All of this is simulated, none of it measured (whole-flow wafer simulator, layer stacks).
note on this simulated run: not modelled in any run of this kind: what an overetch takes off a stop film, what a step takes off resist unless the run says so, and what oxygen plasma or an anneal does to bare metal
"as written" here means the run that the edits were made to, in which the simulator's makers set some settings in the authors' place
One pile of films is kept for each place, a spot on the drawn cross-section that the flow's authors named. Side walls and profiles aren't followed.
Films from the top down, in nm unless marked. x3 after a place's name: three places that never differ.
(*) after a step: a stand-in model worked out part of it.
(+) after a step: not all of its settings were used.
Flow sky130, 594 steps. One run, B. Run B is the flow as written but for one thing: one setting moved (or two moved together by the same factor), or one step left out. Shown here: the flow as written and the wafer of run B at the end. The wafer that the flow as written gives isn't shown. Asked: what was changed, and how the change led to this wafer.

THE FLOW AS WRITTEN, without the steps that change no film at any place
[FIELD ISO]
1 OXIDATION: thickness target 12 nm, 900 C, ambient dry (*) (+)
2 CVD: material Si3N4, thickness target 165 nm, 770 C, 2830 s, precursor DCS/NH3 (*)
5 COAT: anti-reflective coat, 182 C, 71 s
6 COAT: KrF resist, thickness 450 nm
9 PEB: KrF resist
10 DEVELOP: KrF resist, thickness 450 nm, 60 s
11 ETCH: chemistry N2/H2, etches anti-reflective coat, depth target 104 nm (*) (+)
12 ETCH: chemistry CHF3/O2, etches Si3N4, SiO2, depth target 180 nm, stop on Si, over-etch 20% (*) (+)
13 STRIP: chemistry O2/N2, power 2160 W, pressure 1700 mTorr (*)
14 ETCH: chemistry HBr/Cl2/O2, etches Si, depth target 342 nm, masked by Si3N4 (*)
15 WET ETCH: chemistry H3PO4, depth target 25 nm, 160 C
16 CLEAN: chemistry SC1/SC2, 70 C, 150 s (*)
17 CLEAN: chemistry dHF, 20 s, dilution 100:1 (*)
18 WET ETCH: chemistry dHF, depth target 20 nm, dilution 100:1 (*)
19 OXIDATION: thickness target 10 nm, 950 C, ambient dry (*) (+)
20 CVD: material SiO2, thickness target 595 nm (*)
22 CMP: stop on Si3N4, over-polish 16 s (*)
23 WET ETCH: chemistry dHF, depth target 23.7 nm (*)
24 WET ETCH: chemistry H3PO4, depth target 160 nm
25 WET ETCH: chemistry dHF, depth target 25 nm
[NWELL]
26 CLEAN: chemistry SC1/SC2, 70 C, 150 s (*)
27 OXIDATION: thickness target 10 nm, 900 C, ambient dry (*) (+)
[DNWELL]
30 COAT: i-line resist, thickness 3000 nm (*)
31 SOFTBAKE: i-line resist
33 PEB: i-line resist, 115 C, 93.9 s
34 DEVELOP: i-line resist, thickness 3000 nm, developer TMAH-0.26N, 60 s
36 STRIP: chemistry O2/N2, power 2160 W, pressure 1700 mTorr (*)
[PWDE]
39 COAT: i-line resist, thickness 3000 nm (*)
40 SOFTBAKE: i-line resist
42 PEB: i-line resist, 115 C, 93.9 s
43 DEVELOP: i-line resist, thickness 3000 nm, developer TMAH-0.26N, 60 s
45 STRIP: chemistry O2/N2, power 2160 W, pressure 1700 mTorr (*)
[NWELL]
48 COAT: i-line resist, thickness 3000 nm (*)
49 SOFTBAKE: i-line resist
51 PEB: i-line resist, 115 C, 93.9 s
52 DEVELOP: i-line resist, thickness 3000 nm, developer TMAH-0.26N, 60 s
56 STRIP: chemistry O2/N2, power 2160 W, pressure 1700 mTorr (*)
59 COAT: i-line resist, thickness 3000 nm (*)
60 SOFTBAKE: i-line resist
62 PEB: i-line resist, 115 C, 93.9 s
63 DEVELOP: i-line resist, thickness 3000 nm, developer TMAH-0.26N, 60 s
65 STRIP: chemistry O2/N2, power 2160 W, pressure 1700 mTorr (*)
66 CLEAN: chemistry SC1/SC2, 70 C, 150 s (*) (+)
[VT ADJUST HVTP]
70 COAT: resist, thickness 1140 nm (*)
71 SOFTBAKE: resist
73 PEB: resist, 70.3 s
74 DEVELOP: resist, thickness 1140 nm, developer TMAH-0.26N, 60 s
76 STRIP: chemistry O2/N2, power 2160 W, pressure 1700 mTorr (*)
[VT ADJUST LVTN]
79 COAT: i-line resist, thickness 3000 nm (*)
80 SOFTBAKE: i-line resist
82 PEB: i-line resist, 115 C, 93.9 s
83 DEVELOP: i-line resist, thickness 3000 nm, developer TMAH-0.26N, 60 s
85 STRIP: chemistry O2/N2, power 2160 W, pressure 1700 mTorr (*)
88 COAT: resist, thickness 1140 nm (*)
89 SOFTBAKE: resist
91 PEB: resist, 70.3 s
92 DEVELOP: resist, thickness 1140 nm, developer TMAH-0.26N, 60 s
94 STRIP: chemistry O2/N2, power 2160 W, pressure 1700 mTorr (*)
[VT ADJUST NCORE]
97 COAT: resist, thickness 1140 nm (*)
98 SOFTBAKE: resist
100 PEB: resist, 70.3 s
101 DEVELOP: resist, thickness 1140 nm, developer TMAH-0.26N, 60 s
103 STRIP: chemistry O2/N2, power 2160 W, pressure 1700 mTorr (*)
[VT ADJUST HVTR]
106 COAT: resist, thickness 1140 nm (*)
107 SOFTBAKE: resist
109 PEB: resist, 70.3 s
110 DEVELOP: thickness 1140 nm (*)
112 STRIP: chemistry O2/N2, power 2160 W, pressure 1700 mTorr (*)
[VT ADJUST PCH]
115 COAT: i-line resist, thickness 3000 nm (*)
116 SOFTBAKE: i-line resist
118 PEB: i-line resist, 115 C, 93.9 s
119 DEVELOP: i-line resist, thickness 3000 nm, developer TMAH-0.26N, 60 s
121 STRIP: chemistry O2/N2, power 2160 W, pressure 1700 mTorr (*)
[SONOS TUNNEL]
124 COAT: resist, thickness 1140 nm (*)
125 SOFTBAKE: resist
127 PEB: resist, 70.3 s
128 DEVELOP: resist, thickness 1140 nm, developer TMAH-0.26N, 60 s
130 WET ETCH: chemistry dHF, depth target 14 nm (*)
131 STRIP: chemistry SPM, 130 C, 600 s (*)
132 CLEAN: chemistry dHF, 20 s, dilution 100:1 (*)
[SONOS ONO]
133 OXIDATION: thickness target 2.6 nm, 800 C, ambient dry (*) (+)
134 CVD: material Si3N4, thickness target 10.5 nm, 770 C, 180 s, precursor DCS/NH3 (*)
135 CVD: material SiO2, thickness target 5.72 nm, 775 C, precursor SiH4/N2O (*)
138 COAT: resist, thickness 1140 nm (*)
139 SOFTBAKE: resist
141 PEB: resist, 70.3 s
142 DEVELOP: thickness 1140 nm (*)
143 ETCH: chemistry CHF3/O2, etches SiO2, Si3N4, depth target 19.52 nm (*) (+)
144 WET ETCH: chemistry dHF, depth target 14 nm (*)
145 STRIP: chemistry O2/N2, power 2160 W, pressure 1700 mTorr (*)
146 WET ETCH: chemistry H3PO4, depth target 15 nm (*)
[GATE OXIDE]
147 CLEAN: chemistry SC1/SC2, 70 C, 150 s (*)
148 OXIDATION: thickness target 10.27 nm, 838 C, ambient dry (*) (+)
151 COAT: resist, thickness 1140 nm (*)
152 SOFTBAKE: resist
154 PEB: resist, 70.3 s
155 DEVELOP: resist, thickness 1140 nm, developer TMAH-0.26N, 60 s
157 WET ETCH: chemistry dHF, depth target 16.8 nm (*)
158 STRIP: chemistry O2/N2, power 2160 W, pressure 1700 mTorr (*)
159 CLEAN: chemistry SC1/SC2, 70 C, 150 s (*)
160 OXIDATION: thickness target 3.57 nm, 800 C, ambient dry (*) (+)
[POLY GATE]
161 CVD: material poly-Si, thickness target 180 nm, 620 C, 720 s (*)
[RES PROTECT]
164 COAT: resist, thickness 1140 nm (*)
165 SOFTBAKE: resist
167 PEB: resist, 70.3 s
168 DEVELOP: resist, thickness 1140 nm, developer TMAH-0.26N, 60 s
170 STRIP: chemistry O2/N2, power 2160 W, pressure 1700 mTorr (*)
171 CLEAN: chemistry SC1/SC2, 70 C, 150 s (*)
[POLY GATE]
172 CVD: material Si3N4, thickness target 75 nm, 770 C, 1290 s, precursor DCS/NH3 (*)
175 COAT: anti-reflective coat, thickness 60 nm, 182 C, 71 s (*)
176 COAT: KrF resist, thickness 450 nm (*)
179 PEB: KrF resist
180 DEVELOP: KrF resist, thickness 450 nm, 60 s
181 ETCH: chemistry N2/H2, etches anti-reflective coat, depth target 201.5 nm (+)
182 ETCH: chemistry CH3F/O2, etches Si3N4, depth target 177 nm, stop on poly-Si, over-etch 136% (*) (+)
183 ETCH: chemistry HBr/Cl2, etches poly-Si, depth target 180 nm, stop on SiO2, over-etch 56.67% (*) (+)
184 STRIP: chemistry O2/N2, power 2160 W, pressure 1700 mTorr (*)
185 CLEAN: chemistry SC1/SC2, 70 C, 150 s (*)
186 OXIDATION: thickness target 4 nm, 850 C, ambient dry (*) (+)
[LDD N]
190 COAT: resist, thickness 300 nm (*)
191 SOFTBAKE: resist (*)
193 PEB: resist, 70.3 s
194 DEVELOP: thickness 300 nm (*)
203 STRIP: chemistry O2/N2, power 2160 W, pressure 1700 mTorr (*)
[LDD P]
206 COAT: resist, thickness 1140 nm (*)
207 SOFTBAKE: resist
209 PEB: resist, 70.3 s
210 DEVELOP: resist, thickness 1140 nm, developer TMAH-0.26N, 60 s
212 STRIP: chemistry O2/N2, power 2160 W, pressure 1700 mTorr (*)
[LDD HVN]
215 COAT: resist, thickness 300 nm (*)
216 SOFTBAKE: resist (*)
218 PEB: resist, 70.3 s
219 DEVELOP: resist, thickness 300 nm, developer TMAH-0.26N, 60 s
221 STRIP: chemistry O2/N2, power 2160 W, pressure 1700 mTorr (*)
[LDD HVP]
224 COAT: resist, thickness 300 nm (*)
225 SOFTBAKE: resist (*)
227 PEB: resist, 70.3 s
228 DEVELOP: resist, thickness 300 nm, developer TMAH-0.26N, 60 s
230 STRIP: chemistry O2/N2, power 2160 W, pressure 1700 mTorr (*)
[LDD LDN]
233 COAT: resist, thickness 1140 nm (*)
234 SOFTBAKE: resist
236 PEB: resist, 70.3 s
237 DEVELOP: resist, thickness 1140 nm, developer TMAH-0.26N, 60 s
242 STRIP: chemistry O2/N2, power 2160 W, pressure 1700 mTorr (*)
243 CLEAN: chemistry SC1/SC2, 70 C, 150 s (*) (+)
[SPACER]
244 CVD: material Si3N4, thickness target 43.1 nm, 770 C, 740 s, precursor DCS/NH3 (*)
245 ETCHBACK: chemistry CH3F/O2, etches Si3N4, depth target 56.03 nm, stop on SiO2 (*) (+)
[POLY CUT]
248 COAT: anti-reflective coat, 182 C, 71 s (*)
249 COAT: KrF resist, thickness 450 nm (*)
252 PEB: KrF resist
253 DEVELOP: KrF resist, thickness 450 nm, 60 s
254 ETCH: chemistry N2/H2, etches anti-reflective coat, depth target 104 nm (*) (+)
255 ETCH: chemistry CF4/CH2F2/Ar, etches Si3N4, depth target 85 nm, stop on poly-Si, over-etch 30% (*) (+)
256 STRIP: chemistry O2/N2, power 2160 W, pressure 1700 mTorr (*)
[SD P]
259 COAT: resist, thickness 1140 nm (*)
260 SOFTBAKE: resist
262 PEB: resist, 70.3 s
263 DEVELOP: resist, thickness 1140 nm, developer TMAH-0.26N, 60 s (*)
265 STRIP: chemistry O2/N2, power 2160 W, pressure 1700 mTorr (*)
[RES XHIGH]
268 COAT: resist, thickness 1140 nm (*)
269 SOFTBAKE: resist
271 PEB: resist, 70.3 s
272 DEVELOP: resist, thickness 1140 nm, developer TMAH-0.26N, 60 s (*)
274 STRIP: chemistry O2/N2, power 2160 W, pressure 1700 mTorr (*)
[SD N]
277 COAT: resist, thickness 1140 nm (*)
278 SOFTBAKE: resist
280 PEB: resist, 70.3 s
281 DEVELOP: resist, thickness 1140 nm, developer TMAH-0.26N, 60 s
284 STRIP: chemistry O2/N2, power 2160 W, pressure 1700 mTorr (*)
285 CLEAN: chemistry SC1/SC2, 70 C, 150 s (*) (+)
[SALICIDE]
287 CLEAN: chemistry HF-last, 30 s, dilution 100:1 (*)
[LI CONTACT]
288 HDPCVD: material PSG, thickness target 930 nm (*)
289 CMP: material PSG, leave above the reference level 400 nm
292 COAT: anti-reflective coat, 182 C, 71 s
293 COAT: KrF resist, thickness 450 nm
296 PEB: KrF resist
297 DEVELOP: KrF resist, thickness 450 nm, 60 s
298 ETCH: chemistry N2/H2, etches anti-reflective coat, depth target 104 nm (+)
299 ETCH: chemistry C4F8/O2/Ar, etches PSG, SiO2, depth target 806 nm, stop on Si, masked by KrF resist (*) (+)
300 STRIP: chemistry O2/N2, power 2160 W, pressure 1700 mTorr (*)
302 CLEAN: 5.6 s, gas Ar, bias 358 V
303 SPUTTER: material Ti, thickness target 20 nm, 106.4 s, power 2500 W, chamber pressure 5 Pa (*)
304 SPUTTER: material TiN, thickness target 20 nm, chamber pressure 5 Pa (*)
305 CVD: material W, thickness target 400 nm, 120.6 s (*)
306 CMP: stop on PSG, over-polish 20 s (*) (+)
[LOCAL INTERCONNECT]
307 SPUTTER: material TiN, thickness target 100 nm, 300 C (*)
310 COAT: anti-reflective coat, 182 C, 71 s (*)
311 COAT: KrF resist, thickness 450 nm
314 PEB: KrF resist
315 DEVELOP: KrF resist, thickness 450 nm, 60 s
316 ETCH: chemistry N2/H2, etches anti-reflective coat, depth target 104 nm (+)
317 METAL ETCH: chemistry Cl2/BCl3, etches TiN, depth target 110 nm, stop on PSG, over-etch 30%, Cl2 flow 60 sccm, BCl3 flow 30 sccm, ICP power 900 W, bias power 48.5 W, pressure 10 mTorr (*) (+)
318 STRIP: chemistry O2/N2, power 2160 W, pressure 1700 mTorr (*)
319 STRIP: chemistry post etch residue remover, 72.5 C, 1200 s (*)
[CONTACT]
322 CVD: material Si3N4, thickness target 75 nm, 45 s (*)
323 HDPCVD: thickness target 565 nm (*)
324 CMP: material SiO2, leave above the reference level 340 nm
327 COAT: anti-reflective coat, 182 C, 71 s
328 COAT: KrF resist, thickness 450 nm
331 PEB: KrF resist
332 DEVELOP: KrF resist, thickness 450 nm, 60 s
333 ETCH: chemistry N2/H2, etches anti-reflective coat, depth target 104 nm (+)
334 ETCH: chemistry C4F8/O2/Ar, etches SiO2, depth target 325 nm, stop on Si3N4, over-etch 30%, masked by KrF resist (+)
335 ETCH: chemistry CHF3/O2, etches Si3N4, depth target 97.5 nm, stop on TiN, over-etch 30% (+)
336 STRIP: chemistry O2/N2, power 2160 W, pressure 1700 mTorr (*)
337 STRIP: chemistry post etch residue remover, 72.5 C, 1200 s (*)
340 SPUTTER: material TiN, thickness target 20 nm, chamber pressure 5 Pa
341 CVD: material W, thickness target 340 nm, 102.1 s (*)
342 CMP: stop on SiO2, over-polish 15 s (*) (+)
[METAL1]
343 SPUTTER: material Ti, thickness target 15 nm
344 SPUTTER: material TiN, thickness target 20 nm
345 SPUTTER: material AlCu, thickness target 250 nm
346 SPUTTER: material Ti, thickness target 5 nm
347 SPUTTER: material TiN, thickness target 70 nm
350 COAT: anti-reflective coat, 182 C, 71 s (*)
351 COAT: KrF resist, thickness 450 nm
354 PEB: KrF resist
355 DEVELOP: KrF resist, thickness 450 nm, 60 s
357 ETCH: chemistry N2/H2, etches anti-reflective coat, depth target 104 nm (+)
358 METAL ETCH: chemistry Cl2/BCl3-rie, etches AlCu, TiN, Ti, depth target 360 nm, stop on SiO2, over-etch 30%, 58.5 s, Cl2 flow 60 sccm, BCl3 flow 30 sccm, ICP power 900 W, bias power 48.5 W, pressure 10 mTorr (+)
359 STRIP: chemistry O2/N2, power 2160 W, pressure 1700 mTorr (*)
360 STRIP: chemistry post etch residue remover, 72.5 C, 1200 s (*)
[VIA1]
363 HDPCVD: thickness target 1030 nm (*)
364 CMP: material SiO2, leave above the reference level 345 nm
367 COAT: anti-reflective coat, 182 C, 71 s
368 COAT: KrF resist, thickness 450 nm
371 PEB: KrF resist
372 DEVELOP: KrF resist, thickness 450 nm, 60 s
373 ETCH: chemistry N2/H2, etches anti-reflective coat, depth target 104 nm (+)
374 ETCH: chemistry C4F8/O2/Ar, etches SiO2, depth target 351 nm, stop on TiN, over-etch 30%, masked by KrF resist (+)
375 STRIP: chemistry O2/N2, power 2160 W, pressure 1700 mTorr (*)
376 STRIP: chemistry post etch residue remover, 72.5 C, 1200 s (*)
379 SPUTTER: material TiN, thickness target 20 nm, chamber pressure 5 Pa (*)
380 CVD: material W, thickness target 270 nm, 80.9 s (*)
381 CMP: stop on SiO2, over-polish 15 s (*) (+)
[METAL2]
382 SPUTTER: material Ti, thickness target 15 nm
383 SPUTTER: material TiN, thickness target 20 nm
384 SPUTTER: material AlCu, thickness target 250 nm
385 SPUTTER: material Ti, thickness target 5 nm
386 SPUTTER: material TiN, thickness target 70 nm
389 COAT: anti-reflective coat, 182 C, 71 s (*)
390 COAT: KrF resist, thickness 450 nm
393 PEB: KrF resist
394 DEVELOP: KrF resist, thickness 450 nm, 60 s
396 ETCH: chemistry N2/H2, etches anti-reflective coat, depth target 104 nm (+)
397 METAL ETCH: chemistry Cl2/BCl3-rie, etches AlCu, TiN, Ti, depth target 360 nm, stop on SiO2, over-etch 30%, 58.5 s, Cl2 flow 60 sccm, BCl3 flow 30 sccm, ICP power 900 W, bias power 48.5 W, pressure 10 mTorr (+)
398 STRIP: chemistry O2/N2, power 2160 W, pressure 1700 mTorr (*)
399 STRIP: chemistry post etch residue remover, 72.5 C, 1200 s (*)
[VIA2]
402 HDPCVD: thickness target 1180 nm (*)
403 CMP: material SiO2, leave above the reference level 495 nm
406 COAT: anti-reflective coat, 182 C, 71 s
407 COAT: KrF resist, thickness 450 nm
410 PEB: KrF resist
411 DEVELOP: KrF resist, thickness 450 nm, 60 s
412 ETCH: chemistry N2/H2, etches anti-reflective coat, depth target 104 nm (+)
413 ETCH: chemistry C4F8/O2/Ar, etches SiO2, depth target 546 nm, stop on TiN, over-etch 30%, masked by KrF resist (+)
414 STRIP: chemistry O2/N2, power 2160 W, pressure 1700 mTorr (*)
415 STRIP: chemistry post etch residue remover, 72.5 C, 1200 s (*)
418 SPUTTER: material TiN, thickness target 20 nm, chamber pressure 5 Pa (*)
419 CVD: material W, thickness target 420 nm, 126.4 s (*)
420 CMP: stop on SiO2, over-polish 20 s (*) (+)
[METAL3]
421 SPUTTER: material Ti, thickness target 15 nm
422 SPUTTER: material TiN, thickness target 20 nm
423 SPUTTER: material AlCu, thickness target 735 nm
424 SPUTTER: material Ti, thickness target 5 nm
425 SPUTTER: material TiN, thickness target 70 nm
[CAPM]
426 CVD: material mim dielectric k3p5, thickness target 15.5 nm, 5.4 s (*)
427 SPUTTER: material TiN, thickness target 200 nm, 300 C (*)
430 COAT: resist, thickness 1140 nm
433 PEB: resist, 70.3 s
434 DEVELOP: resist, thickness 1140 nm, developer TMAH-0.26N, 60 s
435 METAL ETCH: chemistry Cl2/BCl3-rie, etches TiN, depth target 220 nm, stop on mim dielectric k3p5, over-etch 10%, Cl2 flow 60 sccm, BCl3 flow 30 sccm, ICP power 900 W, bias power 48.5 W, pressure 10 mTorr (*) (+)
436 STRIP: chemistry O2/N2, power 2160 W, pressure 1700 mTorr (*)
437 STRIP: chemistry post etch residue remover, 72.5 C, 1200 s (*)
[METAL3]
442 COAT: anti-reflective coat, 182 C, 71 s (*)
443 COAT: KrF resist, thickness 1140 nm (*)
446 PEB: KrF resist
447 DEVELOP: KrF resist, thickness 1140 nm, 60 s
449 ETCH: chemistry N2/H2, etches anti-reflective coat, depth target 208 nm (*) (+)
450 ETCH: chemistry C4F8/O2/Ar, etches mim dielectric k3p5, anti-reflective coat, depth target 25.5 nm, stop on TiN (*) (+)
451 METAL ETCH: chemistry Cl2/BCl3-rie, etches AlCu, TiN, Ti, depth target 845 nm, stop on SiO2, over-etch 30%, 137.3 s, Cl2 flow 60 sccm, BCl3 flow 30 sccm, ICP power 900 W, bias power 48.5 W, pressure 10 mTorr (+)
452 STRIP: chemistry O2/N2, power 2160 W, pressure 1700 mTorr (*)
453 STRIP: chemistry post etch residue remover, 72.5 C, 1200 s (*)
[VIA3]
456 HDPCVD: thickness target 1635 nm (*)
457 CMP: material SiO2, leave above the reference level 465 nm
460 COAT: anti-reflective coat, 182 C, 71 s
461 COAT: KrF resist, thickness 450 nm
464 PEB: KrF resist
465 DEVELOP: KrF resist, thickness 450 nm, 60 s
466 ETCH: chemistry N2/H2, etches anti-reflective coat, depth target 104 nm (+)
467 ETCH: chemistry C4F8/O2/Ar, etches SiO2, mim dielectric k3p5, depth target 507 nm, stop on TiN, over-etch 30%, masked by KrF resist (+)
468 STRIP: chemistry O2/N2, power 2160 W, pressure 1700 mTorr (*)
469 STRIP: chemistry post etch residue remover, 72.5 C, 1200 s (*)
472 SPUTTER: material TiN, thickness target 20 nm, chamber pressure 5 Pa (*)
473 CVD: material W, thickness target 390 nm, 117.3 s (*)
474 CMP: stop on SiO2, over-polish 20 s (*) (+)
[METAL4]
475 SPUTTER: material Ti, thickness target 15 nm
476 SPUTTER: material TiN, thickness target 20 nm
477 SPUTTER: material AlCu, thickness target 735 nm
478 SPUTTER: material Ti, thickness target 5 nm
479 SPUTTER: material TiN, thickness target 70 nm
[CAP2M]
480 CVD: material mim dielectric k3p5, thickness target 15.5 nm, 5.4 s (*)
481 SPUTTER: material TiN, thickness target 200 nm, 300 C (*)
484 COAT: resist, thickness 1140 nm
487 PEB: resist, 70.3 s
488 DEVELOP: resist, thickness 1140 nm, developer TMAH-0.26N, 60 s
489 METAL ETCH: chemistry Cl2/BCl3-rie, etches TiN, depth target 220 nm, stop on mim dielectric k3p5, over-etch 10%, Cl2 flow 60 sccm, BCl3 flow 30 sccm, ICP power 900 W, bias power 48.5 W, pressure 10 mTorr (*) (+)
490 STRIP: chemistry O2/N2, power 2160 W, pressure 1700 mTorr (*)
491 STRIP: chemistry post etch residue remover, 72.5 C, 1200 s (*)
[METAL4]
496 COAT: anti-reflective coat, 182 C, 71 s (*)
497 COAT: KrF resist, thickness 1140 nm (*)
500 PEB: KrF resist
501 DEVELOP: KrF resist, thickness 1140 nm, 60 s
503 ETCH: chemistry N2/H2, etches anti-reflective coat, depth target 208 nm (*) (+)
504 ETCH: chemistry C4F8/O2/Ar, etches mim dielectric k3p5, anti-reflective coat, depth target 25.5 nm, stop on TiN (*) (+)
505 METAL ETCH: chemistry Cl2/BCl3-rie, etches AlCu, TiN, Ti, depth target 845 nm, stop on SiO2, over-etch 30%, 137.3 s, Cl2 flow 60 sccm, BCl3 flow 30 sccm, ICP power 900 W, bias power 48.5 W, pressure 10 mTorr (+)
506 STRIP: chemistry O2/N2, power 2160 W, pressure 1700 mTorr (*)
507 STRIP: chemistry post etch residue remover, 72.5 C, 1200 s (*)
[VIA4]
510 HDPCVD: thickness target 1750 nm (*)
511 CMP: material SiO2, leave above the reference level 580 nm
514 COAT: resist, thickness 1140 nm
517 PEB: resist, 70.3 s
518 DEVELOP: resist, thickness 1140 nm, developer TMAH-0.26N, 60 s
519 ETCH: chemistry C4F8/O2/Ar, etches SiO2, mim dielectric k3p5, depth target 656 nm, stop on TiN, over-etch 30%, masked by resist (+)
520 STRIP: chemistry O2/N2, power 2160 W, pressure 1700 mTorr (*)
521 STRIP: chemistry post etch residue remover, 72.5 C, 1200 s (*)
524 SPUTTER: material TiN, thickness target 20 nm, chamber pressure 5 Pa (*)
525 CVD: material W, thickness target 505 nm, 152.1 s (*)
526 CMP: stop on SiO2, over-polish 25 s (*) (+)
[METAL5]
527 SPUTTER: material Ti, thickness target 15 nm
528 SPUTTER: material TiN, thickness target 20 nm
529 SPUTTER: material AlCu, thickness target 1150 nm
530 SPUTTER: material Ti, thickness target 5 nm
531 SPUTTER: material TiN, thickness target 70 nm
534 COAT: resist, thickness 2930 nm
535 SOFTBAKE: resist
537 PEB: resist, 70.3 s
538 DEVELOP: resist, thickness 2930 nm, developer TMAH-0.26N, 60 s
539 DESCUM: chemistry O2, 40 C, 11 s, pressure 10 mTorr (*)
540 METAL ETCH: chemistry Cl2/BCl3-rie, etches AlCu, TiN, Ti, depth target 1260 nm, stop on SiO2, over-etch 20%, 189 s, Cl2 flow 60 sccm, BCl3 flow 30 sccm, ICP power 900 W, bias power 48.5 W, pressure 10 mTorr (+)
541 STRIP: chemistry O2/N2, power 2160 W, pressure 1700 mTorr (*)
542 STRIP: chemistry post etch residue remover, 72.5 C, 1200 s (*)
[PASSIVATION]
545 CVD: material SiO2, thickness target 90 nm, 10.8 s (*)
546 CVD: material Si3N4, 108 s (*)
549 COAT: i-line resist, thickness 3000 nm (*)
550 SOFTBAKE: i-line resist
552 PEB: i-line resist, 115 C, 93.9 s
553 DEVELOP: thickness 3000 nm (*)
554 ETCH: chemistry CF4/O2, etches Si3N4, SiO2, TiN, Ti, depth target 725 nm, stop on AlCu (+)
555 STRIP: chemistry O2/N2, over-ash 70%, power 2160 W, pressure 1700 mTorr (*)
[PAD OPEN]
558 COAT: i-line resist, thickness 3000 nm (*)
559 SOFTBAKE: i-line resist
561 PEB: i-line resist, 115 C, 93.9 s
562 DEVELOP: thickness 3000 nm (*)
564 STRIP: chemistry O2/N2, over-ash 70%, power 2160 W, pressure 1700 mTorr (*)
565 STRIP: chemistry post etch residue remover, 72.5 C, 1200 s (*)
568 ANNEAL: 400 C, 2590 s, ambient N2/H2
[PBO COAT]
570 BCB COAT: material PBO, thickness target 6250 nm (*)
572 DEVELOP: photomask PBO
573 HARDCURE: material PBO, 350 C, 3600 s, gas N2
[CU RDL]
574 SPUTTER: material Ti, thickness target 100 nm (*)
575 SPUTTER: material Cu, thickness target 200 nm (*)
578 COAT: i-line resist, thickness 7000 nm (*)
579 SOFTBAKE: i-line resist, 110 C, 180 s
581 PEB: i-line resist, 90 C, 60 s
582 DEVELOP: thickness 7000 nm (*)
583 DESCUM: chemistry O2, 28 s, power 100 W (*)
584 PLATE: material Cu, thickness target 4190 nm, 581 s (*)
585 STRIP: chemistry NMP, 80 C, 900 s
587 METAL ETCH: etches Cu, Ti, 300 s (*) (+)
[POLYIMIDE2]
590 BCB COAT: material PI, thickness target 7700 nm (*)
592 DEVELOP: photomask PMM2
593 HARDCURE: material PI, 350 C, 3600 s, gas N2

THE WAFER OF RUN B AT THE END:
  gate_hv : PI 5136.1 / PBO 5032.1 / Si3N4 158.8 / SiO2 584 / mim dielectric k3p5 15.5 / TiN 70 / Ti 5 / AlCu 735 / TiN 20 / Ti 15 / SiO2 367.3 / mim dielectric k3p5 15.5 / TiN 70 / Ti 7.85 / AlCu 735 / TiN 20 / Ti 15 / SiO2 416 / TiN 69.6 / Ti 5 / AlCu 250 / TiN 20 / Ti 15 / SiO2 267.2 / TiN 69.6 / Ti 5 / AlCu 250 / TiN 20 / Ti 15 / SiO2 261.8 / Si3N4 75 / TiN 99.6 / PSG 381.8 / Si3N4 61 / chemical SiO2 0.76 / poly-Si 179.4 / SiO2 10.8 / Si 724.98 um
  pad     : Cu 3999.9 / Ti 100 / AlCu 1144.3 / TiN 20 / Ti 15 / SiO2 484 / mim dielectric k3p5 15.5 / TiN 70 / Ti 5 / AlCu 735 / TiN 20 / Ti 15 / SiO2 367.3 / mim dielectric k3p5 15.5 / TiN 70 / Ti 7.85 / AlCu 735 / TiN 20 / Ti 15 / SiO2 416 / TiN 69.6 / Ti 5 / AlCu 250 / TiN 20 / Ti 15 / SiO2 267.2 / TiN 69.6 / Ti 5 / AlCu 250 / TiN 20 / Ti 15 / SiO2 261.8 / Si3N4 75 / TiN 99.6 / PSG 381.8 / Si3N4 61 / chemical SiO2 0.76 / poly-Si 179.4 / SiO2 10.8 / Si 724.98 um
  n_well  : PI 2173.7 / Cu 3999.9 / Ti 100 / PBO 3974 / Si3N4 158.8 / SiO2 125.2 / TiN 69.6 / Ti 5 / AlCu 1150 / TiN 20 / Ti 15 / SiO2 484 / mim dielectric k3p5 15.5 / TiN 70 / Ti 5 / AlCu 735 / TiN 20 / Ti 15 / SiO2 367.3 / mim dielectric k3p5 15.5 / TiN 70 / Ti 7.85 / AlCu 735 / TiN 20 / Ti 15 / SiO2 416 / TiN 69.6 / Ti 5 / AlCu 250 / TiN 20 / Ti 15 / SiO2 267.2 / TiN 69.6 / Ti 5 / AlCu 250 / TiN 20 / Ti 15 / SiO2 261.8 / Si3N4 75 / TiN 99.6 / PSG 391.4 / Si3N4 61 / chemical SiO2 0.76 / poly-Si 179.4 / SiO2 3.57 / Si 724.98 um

The cause: step 424, SPUTTER: thickness target 7.85 nm was run, where the flow has thickness target 5 nm.
It can be read off the wafer: gate_hv has Ti 7.85, and step 424 as written asks for 5 nm.

How the change led to this, step by step:
  424 SPUTTER: material Ti, thickness target 5 nm
      field, active, n_well and 188 more: Ti +7.85 (new film) (as written it would be: Ti +5 (new film))
  451 METAL ETCH: chemistry Cl2/BCl3-rie, etches AlCu, TiN, Ti, depth target 845 nm, stop on SiO2, over-etch 30%, 137.3 s, Cl2 flow 60 sccm, BCl3 flow 30 sccm, ICP power 900 W, bias power 48.5 W, pressure 10 mTorr (+)
      field, gate, spacer and 68 more: TiN -70 (all of it), Ti -7.85 (all of it), AlCu -735 (all of it), TiN -20 (all of it), Ti -15 (all of it), SiO2 -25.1 (as written it would be: TiN -70 (all of it), Ti -5 (all of it), AlCu -735 (all of it), TiN -20 (all of it), Ti -15 (all of it), SiO2 -25.4)
      active, vpp_ln, vpp_iso2 and 11 more: TiN -70 (all of it), Ti -7.85 (all of it), AlCu -735 (all of it), TiN -20 (all of it), Ti -15 (all of it), SiO2 -25.1 (as written it would be: TiN -70 (all of it), Ti -5 (all of it), AlCu -735 (all of it), TiN -20 (all of it), Ti -15 (all of it), SiO2 -25.3)
